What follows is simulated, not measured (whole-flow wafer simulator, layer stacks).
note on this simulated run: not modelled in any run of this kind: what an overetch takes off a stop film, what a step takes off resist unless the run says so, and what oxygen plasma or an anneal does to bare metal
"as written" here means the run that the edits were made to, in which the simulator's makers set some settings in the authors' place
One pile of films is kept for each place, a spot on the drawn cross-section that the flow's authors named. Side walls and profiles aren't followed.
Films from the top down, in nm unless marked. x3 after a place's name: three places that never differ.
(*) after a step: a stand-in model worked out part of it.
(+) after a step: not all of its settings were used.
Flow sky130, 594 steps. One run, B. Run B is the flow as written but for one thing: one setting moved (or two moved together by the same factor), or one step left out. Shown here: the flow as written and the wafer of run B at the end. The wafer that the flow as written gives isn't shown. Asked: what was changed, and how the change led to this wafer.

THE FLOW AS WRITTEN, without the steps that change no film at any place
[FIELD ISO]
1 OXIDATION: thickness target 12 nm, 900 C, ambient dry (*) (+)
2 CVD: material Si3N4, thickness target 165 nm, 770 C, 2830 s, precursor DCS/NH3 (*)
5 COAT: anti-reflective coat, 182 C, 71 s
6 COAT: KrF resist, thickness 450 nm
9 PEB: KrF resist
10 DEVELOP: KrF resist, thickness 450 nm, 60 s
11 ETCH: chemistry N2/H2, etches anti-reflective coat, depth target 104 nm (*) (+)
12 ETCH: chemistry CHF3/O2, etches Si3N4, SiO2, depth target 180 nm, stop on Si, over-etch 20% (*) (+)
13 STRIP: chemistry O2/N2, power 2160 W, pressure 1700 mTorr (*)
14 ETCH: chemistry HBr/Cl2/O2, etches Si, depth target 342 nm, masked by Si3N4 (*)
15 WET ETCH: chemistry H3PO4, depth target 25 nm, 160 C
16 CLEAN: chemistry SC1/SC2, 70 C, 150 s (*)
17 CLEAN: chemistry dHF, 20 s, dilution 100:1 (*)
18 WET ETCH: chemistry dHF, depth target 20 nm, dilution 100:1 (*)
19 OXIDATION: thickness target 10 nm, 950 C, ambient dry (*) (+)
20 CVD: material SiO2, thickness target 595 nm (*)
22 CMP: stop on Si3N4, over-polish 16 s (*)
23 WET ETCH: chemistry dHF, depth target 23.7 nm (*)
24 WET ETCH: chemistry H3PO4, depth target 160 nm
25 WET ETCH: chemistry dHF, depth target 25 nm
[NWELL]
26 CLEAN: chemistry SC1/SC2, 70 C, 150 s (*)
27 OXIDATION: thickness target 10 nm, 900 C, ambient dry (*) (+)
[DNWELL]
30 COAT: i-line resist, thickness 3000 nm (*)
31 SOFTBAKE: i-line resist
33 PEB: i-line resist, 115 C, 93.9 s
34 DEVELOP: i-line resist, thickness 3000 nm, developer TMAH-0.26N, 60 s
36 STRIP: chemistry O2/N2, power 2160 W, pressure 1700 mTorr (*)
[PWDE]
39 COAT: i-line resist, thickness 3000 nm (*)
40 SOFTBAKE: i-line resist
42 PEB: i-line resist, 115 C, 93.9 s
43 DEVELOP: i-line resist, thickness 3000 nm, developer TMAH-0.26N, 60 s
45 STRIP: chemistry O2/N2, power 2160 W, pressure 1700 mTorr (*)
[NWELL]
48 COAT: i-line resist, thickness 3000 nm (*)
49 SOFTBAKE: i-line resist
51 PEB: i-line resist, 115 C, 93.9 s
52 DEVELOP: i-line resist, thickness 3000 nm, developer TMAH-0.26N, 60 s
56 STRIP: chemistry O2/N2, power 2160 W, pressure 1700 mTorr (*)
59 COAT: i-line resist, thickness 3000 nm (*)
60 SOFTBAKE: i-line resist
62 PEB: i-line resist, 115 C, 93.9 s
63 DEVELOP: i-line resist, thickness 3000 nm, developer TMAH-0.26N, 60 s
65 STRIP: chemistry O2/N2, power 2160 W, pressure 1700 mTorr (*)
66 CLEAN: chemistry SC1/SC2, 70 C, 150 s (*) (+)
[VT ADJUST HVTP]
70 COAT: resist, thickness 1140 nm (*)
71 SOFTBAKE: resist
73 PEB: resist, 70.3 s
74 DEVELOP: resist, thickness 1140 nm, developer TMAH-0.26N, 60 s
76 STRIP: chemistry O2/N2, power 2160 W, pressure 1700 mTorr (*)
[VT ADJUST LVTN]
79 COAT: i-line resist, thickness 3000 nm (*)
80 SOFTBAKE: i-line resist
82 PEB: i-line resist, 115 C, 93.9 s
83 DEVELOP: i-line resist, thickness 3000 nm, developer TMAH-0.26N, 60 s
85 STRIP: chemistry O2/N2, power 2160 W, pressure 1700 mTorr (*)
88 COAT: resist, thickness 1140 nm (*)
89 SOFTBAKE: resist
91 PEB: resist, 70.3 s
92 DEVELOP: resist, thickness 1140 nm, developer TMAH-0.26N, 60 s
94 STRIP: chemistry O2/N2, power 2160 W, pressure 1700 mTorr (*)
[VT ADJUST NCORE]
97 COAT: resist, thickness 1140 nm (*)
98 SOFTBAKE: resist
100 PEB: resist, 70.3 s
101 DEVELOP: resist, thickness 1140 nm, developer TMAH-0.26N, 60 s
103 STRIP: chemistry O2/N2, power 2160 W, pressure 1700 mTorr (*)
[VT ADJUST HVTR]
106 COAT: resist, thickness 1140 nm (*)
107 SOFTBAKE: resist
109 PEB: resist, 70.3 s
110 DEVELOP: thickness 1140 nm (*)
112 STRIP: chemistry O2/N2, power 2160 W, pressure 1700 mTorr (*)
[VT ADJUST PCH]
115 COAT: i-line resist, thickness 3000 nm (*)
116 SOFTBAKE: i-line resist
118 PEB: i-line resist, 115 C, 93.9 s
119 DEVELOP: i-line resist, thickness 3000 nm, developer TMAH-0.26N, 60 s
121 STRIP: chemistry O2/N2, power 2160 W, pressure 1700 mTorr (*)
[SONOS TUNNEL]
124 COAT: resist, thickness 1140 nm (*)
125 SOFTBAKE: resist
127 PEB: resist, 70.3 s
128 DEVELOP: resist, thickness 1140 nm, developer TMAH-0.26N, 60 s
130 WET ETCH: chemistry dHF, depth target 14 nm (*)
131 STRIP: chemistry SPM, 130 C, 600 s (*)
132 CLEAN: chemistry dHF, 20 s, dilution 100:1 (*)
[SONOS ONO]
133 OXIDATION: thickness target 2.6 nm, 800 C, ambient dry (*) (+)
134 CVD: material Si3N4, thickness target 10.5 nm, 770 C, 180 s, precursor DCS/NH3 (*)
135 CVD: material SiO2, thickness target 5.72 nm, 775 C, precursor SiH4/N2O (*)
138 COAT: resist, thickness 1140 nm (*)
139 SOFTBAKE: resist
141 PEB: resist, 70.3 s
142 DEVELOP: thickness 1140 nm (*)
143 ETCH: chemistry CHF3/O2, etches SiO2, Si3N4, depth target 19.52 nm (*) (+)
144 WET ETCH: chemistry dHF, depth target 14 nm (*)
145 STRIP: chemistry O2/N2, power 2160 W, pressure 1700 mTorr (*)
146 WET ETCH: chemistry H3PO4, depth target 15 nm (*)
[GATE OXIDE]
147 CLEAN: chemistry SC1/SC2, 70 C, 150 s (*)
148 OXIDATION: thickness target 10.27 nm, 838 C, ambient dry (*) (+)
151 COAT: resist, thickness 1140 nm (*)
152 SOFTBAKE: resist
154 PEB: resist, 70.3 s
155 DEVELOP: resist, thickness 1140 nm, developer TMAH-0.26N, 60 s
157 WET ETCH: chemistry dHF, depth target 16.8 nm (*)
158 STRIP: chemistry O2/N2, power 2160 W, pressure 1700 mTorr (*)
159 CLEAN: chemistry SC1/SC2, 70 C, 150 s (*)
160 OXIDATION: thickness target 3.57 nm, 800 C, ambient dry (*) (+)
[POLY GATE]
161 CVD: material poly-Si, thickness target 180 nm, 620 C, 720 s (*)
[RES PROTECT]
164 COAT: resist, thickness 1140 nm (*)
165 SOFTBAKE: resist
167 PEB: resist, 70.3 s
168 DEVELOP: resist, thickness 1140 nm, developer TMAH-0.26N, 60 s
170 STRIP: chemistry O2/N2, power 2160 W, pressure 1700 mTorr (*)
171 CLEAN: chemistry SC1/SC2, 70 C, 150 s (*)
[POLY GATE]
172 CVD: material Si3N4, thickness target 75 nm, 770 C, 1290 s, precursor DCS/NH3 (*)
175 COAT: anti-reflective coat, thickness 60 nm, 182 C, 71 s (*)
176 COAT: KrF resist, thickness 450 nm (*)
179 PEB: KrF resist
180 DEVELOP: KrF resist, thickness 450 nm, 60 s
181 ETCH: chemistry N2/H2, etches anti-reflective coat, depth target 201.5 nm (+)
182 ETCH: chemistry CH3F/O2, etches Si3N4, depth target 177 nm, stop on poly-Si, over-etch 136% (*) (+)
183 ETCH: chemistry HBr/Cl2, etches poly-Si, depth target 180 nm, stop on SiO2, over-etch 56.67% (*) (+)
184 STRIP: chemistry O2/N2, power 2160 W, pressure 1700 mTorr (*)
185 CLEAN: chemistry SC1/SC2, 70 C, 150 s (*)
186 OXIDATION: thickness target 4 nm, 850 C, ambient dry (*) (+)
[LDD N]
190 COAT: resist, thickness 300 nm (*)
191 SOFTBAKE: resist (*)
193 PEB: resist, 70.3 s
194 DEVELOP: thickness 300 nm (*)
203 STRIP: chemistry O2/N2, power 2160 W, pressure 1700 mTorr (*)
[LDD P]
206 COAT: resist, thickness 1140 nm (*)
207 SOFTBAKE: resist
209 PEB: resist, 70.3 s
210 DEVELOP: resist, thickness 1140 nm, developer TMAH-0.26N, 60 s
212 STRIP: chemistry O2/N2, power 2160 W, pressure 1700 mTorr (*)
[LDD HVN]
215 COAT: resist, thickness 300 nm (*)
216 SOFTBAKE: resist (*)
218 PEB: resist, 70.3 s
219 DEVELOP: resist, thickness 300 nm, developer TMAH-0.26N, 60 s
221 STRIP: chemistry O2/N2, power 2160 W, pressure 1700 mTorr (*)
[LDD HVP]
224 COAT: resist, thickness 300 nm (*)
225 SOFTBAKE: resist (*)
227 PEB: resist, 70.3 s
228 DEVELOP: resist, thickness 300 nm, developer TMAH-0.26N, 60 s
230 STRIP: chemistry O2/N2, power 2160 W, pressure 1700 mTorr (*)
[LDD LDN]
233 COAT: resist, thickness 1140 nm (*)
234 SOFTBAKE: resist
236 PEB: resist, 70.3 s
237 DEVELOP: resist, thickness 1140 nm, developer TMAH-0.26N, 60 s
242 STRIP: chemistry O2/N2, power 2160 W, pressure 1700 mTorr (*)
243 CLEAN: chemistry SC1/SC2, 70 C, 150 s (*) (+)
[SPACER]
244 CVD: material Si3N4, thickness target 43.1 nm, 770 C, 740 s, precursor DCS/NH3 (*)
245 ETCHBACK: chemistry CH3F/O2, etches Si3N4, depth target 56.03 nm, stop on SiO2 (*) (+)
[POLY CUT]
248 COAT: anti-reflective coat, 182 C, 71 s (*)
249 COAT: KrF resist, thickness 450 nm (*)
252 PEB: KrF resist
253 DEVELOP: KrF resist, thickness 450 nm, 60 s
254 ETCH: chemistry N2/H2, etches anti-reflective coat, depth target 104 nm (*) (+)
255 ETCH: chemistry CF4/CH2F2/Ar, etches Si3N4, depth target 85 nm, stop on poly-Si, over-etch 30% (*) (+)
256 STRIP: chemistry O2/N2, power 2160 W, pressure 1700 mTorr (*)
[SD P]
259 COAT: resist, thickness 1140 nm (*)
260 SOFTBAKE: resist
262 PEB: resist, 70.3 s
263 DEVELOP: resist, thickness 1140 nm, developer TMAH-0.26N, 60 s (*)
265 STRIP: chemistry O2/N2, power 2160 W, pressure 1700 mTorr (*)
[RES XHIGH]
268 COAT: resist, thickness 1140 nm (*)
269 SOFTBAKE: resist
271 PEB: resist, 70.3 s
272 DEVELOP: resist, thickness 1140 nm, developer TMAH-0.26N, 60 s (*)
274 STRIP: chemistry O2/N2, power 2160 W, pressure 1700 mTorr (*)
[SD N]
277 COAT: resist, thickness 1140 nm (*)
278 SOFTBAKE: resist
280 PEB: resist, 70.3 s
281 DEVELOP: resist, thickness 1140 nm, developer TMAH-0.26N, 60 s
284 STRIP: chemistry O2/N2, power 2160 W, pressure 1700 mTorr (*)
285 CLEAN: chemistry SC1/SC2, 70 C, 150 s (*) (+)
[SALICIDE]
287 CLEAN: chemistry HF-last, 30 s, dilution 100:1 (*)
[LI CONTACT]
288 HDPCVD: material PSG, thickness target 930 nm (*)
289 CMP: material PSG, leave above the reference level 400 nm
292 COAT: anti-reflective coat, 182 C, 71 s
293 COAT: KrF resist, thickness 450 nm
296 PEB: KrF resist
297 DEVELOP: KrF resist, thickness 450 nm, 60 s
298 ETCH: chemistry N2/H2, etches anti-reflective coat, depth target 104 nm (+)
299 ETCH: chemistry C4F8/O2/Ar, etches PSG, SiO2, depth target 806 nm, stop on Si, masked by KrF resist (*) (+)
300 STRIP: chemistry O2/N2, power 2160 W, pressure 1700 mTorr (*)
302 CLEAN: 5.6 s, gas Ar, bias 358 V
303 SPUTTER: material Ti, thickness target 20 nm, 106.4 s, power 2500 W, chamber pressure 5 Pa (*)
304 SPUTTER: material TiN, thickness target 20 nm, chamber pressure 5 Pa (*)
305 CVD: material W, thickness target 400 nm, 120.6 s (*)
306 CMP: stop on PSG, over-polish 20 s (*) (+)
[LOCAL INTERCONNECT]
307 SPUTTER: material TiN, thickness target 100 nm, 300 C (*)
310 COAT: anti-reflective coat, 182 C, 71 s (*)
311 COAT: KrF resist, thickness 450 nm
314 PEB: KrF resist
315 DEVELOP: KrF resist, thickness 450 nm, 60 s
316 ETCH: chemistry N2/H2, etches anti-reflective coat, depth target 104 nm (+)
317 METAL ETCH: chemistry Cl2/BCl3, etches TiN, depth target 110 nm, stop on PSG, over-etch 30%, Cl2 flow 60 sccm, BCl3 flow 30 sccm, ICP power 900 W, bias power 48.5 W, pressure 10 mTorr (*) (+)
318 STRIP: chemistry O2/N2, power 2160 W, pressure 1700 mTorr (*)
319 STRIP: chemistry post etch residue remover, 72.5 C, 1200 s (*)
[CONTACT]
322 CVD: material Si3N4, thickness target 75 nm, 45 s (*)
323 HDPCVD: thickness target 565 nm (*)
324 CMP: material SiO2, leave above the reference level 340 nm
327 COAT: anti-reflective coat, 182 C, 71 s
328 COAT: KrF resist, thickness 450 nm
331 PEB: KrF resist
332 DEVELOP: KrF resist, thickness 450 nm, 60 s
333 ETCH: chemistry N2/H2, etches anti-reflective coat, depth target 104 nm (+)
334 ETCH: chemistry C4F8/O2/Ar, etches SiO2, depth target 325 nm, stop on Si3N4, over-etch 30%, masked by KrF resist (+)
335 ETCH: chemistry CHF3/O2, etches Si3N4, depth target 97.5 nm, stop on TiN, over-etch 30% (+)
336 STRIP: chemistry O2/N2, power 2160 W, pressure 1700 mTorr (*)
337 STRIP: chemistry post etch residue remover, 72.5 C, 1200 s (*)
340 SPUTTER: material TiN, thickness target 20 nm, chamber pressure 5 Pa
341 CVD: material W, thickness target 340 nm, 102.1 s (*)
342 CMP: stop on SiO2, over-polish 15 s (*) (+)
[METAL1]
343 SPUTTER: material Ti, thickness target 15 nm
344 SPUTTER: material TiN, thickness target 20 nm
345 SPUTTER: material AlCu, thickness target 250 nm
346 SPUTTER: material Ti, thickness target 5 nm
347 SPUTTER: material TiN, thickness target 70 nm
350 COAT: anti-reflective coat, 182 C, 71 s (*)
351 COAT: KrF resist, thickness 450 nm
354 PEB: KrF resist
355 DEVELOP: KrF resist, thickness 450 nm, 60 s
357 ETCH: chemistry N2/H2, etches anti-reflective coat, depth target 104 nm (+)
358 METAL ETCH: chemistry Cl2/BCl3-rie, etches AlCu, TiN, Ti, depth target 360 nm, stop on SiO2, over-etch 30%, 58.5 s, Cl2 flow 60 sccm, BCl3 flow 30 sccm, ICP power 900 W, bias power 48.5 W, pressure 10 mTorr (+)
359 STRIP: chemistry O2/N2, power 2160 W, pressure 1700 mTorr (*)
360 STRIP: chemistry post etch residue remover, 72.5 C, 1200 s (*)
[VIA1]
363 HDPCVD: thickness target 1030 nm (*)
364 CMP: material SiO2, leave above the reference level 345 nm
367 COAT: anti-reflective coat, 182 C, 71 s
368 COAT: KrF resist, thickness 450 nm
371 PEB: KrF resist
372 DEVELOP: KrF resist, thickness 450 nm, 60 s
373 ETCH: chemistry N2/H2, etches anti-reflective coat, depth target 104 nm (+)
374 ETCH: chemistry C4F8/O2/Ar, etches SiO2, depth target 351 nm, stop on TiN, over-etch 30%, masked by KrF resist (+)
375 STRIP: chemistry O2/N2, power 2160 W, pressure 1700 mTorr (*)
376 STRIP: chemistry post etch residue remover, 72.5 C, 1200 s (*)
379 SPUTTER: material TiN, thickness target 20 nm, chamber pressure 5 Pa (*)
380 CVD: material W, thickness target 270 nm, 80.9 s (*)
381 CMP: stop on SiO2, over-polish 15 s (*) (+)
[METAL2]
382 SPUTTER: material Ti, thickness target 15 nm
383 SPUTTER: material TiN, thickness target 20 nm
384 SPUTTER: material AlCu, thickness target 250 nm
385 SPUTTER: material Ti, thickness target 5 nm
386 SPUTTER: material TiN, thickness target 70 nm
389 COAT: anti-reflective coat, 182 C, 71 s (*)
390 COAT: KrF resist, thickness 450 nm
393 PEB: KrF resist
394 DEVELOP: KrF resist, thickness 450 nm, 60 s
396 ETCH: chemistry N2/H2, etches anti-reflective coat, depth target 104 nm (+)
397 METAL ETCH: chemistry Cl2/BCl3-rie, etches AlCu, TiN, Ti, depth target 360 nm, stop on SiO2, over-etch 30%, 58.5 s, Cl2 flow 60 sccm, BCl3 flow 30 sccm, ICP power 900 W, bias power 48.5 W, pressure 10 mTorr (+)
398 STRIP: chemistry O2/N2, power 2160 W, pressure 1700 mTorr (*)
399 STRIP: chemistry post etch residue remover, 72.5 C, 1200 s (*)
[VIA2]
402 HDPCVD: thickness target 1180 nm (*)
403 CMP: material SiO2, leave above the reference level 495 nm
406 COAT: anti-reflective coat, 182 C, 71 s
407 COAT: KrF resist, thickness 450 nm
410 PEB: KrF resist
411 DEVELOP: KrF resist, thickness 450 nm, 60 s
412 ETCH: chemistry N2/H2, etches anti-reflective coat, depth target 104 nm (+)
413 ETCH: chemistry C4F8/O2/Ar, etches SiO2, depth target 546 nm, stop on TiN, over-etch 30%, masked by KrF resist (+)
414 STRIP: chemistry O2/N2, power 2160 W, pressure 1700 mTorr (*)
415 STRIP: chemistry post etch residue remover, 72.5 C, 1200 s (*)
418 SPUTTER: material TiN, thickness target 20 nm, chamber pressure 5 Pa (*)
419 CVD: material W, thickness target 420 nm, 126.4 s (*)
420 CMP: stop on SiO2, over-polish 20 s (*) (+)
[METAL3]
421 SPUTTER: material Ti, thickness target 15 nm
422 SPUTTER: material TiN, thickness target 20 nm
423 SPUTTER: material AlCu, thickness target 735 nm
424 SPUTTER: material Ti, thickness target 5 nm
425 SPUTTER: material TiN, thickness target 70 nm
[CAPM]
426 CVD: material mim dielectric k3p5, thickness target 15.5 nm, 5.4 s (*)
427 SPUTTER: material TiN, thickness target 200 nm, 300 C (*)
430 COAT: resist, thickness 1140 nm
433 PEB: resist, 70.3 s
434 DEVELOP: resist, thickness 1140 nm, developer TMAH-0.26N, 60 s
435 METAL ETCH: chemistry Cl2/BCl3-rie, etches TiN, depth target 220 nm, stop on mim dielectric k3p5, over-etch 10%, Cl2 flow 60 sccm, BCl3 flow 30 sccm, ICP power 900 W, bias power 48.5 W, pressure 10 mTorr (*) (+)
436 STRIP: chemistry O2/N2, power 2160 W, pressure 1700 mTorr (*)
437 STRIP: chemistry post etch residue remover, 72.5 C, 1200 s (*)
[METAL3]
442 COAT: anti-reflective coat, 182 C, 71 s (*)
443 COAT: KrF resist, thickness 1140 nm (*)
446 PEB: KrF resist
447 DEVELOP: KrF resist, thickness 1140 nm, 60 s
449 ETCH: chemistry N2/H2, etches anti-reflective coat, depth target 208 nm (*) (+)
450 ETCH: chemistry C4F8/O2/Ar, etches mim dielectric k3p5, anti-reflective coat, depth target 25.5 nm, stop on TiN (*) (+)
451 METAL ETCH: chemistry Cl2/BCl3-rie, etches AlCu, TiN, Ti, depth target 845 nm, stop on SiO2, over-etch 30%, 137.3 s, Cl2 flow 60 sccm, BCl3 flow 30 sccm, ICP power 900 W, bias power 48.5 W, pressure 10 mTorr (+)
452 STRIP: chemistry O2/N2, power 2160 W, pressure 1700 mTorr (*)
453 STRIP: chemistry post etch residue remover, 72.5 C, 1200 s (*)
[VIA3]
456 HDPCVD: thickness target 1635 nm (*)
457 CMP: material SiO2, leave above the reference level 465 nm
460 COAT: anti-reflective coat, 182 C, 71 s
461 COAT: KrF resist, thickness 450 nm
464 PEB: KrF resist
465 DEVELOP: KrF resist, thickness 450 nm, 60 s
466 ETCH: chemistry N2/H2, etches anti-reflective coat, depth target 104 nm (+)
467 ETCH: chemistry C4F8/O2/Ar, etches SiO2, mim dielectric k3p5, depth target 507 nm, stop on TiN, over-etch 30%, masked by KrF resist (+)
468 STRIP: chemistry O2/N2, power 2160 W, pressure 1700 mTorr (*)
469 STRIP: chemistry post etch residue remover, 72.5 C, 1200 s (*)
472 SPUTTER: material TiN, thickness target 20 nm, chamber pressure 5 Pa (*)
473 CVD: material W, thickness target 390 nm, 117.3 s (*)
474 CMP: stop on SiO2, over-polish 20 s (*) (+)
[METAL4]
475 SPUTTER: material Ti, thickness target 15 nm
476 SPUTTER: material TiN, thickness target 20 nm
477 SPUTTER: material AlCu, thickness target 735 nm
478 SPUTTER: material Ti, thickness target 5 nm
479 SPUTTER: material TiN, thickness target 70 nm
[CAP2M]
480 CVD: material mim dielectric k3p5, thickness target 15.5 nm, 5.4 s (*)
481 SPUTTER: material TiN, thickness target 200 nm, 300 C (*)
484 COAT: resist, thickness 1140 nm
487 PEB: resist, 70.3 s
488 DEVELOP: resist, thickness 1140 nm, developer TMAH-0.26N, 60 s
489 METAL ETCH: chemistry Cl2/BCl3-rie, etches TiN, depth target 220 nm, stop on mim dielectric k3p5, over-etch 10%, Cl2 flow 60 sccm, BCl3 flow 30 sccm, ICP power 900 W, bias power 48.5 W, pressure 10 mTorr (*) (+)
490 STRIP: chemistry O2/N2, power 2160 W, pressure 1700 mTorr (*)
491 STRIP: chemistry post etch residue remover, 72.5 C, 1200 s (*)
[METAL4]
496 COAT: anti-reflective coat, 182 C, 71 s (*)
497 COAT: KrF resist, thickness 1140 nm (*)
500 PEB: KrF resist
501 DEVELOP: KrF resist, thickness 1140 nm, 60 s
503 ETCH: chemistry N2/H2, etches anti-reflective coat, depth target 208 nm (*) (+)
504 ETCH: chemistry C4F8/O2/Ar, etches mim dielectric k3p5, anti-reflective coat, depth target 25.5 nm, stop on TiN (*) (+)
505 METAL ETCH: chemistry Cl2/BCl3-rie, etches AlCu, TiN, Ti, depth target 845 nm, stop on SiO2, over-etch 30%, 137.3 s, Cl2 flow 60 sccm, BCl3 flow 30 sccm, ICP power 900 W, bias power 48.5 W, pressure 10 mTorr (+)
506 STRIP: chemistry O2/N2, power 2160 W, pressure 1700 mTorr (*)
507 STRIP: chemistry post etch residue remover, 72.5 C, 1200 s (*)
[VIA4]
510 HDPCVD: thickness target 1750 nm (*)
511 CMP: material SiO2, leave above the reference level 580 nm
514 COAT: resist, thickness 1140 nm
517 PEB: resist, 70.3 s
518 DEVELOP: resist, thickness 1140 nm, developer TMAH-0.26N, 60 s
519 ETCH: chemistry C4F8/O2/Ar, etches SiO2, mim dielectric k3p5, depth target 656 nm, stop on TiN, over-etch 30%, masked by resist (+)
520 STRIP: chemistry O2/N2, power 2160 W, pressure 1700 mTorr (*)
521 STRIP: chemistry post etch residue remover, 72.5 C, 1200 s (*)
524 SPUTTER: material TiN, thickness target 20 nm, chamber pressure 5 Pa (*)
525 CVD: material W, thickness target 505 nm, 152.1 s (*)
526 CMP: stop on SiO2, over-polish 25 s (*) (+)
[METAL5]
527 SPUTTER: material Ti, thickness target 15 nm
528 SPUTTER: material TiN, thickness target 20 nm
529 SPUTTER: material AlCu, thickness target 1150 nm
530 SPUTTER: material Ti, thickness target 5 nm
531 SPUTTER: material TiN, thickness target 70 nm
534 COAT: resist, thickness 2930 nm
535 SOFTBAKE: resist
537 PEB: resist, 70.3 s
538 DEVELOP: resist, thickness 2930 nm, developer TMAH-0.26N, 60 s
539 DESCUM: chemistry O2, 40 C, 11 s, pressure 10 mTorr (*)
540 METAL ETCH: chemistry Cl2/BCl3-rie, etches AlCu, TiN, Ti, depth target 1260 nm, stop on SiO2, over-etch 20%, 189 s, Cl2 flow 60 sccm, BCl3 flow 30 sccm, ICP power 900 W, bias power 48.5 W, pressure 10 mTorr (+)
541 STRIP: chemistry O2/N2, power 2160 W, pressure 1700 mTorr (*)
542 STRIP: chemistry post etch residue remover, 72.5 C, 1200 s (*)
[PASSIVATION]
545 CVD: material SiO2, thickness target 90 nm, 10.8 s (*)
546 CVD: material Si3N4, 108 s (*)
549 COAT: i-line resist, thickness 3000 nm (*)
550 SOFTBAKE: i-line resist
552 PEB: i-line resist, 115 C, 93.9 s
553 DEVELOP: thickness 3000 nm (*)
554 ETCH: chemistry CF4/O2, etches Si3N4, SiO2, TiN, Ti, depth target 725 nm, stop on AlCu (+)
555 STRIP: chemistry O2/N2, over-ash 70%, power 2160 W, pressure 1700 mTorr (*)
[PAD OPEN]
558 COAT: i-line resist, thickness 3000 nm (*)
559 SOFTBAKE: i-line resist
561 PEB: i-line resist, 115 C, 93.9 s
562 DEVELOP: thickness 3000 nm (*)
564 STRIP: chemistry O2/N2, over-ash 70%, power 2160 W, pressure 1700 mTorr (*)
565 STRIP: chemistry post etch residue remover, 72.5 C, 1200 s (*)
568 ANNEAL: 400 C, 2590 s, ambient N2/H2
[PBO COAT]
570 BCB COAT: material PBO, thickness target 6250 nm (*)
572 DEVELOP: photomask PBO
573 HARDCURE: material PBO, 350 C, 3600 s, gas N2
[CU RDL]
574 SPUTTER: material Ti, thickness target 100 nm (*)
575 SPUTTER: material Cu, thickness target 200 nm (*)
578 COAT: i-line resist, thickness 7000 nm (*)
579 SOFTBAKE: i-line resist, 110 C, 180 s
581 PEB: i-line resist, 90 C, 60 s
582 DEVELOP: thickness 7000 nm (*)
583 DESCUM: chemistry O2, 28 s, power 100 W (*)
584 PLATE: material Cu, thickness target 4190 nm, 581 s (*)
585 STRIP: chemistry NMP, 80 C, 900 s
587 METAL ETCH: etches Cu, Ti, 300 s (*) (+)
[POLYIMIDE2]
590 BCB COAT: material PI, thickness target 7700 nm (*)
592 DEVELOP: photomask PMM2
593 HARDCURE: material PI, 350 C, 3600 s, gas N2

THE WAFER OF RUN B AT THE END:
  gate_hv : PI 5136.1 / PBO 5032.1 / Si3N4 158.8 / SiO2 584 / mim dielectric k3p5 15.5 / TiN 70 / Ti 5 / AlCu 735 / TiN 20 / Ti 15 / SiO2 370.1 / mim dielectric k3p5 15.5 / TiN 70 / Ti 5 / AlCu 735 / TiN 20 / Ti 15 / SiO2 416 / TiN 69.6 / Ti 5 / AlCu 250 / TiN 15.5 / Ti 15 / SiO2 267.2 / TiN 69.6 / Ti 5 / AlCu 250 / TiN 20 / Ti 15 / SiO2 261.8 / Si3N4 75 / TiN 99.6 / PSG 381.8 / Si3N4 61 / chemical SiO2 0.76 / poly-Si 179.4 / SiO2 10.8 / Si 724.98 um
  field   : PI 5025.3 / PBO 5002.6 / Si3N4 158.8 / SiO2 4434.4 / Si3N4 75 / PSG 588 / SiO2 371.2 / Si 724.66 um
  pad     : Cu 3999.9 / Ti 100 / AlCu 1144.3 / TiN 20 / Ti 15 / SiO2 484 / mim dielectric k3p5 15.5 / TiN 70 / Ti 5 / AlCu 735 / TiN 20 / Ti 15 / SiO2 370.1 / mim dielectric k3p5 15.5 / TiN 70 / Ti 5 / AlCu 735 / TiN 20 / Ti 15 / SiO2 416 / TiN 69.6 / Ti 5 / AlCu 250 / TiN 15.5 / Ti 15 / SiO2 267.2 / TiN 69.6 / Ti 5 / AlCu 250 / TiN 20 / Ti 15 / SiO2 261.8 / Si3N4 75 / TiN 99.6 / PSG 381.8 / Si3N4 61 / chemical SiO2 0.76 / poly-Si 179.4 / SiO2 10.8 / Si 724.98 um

The cause: step 383, SPUTTER: thickness target 15.5 nm was run, where the flow has thickness target 20 nm.
It can be read off the wafer: gate_hv has TiN 15.5, and step 383 as written asks for 20 nm.

How the change led to this, step by step:
  383 SPUTTER: material TiN, thickness target 20 nm
      field, active, n_well and 188 more: TiN +15.5 (new film) (as written it would be: TiN +20 (new film))
  397 METAL ETCH: chemistry Cl2/BCl3-rie, etches AlCu, TiN, Ti, depth target 360 nm, stop on SiO2, over-etch 30%, 58.5 s, Cl2 flow 60 sccm, BCl3 flow 30 sccm, ICP power 900 W, bias power 48.5 W, pressure 10 mTorr (+)
      field, active, gate and 82 more: TiN -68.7 (all of it), Ti -5 (all of it), AlCu -250 (all of it), TiN -15.5 (all of it), Ti -15 (all of it), SiO2 -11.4 (as written it would be: TiN -68.7 (all of it), Ti -5 (all of it), AlCu -250 (all of it), TiN -20 (all of it), Ti -15 (all of it), SiO2 -10.9)
